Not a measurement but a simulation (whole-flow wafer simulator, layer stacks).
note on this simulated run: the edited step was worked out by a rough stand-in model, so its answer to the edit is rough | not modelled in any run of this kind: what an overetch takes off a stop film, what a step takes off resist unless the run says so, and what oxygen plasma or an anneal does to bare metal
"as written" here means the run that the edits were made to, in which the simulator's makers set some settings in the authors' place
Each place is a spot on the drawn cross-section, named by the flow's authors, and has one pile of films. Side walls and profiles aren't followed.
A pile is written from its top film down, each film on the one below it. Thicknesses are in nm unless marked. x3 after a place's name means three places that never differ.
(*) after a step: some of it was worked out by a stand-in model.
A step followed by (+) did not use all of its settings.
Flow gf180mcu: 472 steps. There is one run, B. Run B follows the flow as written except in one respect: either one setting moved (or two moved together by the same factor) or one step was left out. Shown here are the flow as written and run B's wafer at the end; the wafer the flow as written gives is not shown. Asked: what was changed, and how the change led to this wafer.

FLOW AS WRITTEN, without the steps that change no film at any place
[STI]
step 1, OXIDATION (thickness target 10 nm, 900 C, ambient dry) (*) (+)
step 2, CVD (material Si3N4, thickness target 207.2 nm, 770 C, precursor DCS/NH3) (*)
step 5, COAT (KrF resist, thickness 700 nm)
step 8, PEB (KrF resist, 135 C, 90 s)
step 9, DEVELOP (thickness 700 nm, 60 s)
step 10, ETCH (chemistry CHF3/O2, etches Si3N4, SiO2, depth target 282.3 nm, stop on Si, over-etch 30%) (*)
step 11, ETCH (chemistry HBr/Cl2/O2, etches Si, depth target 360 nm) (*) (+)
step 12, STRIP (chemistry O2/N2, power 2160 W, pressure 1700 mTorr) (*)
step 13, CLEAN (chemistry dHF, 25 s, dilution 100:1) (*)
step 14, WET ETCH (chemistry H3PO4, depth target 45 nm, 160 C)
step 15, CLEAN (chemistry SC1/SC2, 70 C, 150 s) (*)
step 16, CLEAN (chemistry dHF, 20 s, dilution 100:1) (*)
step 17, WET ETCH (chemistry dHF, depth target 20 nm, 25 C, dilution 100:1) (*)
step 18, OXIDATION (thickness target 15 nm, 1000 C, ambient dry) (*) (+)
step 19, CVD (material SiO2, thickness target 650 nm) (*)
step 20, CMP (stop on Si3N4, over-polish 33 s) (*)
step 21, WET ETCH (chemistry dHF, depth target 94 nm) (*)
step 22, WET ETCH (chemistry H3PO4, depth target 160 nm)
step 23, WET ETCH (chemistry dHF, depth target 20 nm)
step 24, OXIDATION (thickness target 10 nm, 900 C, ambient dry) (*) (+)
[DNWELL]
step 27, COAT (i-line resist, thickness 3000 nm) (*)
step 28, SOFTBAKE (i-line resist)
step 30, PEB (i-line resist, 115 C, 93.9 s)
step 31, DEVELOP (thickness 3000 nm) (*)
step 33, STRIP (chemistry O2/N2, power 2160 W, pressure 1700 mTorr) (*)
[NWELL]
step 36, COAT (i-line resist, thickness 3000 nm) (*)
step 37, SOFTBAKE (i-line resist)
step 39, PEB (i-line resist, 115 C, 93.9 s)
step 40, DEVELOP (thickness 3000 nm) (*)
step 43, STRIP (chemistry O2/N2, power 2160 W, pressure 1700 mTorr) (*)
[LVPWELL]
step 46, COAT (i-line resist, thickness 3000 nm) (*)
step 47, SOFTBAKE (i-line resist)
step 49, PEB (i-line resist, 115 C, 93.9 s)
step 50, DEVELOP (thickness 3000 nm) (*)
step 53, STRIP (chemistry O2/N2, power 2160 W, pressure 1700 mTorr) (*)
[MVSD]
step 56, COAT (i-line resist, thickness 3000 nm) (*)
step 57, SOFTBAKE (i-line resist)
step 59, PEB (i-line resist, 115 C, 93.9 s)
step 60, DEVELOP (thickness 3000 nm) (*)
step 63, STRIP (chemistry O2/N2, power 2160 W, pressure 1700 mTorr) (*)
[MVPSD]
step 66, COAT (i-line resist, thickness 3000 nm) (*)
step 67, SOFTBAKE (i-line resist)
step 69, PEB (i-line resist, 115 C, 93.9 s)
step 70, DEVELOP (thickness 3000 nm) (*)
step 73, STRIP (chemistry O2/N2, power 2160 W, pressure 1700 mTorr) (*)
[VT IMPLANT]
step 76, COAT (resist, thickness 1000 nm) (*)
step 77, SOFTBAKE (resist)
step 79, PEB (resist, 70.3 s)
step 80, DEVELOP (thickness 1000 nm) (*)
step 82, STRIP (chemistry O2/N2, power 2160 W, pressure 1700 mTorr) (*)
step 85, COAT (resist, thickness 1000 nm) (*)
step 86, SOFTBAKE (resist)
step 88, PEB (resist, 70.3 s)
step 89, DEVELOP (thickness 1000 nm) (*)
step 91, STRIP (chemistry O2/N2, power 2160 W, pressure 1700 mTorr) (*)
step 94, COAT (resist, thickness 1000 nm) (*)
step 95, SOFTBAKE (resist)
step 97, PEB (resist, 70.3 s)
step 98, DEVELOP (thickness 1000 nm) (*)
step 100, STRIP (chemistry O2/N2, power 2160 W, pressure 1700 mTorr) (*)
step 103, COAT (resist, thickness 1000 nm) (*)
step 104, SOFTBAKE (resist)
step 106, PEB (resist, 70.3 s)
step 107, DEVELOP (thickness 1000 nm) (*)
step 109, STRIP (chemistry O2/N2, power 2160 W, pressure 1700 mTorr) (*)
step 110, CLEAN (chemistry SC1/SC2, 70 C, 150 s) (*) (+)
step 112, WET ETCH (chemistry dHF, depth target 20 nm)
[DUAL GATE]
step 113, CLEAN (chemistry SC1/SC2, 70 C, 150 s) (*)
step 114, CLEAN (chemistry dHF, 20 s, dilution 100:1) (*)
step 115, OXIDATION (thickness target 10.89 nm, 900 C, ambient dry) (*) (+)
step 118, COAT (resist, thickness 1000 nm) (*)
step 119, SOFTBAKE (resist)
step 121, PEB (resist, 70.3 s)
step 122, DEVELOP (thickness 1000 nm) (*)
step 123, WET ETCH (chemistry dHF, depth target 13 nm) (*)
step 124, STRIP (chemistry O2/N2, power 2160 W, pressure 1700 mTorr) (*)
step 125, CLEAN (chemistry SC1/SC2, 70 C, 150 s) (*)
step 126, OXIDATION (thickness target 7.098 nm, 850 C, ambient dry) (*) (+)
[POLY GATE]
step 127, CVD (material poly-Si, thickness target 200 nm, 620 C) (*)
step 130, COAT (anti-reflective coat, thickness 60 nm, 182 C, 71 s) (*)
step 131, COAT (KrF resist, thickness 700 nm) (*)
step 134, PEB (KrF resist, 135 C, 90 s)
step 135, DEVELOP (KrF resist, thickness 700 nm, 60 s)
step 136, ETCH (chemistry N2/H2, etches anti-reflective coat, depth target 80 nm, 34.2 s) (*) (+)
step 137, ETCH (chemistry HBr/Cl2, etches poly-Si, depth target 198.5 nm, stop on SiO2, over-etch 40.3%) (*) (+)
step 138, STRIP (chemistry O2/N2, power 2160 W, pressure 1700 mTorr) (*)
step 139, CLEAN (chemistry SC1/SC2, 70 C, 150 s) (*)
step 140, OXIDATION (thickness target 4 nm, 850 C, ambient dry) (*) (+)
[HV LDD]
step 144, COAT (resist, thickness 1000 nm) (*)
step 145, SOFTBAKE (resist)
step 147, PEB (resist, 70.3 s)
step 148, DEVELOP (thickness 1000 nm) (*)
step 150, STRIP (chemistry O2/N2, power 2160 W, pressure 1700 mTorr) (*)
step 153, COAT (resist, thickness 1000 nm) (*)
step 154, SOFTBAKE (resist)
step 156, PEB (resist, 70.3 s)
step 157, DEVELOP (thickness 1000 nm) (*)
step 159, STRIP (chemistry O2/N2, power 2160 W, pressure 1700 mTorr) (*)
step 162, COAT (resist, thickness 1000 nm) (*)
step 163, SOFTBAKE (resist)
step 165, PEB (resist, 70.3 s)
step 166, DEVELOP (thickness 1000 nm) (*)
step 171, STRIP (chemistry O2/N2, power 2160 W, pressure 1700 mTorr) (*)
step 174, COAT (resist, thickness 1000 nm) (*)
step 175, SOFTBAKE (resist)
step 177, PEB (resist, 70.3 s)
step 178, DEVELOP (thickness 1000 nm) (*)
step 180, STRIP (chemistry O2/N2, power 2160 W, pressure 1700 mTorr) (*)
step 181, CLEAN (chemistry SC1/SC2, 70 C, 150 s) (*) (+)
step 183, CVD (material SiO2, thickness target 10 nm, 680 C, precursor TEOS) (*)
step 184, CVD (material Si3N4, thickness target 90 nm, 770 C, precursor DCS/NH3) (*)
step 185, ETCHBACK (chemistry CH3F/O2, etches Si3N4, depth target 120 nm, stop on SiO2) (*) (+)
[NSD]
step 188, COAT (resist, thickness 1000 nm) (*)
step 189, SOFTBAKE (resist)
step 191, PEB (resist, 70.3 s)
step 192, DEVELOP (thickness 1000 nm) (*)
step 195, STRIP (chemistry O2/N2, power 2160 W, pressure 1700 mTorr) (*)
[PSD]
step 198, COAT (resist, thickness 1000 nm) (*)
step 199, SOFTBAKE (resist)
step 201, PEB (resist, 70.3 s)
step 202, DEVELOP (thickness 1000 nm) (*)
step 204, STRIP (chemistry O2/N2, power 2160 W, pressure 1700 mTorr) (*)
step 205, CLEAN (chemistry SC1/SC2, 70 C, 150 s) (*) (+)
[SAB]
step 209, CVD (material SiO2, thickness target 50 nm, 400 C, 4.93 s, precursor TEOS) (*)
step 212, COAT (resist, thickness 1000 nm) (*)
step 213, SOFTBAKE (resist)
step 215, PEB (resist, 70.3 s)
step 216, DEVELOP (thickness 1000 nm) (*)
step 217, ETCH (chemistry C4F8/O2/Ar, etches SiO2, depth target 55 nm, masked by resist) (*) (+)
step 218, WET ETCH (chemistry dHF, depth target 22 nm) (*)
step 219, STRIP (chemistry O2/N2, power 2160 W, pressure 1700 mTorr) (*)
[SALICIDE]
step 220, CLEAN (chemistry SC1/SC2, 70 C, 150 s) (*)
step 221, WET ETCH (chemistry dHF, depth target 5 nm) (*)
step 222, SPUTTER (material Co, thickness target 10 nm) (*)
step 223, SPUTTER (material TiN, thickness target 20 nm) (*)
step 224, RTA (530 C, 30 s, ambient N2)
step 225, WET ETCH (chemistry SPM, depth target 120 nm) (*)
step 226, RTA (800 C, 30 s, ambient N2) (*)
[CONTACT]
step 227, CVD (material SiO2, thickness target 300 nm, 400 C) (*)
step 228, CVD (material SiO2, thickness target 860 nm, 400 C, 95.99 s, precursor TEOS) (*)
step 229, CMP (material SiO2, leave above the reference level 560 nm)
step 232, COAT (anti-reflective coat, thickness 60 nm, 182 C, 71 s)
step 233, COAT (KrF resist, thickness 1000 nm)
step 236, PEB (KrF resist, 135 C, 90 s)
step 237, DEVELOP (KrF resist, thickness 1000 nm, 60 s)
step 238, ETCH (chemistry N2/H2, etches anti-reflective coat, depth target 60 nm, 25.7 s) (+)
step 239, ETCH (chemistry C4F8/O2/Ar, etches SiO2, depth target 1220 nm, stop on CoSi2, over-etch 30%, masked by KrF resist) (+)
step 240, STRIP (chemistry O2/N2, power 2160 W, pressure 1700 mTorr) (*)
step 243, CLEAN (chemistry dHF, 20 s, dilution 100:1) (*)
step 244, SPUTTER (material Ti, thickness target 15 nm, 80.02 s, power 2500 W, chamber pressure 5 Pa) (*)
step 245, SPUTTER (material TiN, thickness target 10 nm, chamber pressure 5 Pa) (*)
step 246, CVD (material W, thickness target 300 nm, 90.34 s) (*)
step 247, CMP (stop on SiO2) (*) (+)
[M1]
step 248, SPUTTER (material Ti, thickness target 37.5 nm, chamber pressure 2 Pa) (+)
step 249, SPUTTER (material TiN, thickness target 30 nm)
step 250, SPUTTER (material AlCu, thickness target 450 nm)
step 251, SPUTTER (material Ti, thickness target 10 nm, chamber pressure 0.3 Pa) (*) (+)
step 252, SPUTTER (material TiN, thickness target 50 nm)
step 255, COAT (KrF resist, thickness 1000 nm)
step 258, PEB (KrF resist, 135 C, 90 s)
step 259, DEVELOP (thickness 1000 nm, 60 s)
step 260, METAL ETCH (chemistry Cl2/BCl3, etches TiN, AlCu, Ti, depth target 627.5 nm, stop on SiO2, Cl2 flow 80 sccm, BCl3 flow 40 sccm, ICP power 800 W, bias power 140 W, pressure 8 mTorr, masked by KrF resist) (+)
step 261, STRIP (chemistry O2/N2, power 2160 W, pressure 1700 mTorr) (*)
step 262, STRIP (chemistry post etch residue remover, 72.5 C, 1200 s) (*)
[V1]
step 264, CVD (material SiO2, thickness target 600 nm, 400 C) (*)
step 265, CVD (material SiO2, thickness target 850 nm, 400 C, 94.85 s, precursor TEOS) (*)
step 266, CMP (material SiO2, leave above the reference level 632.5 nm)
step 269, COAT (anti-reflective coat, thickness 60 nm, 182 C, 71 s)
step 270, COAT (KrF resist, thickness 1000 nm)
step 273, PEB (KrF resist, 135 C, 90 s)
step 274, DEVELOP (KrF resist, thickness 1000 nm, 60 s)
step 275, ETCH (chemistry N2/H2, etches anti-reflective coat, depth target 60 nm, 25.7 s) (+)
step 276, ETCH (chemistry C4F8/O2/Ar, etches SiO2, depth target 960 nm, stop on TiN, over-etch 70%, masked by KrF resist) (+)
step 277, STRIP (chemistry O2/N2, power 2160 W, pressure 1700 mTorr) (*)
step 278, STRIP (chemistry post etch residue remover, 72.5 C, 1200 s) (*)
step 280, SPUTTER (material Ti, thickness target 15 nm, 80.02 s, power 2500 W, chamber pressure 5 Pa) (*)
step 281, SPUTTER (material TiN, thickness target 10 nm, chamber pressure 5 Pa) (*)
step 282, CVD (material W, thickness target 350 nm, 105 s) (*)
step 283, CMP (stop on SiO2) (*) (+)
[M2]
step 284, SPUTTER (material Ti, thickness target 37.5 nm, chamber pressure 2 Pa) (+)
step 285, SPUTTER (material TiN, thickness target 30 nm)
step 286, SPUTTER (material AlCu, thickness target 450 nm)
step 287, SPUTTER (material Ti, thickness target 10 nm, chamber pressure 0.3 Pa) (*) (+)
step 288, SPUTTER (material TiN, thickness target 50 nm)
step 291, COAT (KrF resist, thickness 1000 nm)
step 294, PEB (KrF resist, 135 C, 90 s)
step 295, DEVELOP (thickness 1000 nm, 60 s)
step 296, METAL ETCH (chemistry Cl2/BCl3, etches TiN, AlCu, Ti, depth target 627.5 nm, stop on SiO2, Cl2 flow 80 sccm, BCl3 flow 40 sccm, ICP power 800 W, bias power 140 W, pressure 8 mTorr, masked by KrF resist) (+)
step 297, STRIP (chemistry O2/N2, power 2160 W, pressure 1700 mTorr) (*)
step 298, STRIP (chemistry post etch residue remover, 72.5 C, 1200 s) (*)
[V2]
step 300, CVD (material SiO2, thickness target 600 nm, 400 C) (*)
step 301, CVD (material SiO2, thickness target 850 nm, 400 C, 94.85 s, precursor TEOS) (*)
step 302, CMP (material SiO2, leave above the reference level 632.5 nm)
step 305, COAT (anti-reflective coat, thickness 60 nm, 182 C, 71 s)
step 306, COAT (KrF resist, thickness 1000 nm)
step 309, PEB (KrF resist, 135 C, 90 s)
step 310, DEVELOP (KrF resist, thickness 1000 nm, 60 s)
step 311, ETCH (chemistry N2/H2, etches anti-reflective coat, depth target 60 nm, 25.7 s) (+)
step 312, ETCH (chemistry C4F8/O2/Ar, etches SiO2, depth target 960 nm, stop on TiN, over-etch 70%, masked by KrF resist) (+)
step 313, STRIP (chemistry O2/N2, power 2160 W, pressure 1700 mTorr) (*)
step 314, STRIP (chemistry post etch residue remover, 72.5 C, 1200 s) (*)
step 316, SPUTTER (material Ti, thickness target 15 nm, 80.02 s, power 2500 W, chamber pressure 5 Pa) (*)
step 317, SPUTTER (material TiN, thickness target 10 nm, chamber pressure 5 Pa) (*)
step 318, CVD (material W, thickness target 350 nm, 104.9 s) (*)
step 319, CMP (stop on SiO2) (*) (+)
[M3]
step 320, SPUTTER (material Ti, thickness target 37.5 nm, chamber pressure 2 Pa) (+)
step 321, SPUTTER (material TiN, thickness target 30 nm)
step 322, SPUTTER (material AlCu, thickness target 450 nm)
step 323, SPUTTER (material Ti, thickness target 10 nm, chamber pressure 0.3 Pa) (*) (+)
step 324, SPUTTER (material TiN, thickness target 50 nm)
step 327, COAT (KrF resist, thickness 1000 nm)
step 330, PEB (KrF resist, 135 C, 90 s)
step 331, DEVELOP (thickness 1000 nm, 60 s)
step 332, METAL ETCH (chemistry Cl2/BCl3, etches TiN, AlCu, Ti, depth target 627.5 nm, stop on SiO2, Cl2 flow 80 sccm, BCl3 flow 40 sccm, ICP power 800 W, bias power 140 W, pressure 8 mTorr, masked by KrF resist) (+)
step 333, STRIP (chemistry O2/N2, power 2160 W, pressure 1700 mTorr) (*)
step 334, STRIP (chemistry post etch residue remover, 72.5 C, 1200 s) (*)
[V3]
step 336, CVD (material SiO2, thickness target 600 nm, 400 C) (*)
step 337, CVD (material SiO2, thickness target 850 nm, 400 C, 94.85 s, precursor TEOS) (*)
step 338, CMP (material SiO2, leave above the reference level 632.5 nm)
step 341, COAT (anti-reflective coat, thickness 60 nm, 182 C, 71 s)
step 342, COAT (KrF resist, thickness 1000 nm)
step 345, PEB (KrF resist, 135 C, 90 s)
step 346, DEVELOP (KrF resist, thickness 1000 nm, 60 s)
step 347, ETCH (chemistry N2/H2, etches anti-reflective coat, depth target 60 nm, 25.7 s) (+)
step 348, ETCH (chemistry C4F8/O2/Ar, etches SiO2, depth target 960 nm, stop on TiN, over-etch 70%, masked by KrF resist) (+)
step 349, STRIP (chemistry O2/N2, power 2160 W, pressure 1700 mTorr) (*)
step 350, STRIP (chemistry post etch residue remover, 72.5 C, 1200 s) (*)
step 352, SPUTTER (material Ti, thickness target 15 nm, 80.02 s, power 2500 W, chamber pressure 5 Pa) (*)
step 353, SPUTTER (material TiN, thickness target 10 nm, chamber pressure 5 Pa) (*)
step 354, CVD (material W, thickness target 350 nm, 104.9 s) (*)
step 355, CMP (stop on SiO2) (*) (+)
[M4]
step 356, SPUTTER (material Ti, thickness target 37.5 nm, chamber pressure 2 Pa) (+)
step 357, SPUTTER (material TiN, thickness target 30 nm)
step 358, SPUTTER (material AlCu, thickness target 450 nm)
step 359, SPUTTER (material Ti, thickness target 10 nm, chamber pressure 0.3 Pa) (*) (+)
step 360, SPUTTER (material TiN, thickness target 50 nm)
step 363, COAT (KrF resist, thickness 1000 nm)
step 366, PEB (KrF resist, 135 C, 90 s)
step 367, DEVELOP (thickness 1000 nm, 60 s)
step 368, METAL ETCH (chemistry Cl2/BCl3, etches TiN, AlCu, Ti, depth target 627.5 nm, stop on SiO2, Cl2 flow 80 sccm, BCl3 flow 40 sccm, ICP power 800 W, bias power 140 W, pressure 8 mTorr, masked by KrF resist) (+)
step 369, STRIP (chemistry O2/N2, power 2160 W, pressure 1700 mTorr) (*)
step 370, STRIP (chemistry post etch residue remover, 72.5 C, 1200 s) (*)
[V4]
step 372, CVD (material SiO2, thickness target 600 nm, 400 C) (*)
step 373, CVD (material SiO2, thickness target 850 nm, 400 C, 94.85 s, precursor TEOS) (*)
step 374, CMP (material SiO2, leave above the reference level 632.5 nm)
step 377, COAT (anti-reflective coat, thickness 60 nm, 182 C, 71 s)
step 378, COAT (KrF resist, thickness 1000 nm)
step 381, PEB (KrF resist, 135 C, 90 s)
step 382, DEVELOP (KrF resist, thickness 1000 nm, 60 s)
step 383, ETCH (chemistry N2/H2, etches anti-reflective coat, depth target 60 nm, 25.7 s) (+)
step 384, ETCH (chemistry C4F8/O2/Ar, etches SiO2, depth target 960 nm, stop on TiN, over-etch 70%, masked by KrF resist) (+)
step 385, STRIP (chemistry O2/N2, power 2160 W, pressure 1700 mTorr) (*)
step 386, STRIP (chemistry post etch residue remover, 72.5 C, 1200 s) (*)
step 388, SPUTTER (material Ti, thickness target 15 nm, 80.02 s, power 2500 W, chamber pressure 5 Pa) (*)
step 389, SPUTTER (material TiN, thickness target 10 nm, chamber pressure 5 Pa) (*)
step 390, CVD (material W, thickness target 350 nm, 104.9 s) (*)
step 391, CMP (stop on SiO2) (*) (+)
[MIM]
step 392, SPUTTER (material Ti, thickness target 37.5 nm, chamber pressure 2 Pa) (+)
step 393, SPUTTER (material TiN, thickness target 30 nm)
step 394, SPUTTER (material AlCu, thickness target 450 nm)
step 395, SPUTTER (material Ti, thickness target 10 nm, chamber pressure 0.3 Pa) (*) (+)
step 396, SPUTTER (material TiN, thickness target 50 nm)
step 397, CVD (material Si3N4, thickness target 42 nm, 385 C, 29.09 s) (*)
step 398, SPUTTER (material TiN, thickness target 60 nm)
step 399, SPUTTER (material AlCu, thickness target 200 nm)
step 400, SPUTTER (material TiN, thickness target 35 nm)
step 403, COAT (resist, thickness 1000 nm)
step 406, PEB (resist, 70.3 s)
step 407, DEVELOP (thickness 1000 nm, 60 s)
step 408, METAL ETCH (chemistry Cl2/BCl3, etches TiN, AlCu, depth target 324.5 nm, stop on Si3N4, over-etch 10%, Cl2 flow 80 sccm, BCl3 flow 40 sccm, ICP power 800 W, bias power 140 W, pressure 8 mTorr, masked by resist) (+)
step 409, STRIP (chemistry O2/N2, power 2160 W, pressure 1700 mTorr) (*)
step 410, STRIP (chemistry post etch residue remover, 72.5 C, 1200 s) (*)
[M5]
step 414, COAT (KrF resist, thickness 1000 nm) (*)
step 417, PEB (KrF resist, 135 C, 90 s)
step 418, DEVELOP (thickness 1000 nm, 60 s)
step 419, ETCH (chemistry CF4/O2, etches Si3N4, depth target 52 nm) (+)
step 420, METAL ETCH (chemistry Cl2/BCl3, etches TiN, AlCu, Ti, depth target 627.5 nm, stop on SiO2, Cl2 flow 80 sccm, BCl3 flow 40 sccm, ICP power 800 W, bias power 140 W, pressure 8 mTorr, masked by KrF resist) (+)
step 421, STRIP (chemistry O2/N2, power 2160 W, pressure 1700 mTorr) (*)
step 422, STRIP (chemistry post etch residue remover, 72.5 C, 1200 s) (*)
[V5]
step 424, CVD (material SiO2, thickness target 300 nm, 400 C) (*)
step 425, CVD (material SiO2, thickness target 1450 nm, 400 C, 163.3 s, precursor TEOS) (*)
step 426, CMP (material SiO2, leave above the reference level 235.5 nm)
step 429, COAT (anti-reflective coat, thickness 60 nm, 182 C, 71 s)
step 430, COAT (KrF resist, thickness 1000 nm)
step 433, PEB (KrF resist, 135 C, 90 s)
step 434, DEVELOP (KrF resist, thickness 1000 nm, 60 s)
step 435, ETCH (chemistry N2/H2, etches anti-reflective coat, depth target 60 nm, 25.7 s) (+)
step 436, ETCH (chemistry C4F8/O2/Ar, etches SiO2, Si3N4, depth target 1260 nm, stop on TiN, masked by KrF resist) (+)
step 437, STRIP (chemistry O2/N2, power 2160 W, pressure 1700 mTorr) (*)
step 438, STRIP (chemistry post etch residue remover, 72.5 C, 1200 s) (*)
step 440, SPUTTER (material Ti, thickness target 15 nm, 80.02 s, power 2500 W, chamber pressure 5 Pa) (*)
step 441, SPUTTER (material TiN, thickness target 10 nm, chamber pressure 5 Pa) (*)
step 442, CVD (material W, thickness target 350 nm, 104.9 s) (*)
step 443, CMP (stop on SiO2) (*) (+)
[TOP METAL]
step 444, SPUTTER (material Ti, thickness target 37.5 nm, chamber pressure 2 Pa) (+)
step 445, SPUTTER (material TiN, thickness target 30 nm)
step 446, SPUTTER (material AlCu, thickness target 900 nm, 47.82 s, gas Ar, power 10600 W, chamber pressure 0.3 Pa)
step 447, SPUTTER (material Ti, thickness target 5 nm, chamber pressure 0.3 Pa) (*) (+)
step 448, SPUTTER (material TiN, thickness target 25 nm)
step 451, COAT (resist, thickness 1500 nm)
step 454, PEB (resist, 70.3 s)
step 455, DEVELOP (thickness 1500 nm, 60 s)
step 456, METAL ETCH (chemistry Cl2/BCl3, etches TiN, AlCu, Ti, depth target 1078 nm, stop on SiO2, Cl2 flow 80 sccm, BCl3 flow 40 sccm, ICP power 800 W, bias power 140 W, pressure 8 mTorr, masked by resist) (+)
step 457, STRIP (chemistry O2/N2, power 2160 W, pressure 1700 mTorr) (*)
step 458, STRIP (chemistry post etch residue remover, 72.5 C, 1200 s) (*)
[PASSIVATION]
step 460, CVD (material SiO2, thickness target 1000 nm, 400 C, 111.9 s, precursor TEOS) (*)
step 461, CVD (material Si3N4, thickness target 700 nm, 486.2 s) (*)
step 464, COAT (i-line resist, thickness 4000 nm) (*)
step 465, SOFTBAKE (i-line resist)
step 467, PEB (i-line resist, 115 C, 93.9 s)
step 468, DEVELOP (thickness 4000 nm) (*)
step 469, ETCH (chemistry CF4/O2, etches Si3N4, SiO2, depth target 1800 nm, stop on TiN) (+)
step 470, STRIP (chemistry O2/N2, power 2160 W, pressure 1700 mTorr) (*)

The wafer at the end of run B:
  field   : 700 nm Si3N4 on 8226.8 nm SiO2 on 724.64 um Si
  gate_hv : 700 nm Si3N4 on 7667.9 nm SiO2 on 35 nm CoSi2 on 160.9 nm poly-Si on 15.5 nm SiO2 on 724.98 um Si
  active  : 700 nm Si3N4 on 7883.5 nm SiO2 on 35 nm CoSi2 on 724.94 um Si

What caused this: step 115, OXIDATION: thickness target 12.25 nm was run, though the flow has thickness target 10.89 nm.

The path from the change to this, step by step:
  step 115, OXIDATION (thickness target 10.89 nm, 900 C, ambient dry) (*) (+)
      active, n_well, p_well and 40 more: SiO2 gains 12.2 (new film), Si loses 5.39 (as written it would have been: SiO2 gains 10.9 (new film), Si loses 4.79)
  step 123, WET ETCH (chemistry dHF, depth target 13 nm) (*)
      active, n_well, p_well and 12 more: SiO2 loses 12.2 (all of it) (as written it would have been: SiO2 loses 10.9 (all of it))
  step 189, SOFTBAKE (resist)
      field__w9: resist loses 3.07 (as written it would have been: resist gains 6.92)
  step 199, SOFTBAKE (resist)
      field__w9: resist loses 3.07 (as written it would have been: resist gains 6.92)
  step 218, WET ETCH (chemistry dHF, depth target 22 nm) (*)
      ldn_tap, ldn_src, ldn_drn, ldp_tap, ldp_src, ldp_drn, ldp_gr: SiO2 loses 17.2 (all of it) (as written it would have been: SiO2 loses 16 (all of it))
      ld_drn_n, ld_sd_p: SiO2 loses 16 (all of it) (as written it would have been: SiO2 loses 14.8 (all of it))
      (as well as at 5 more places)
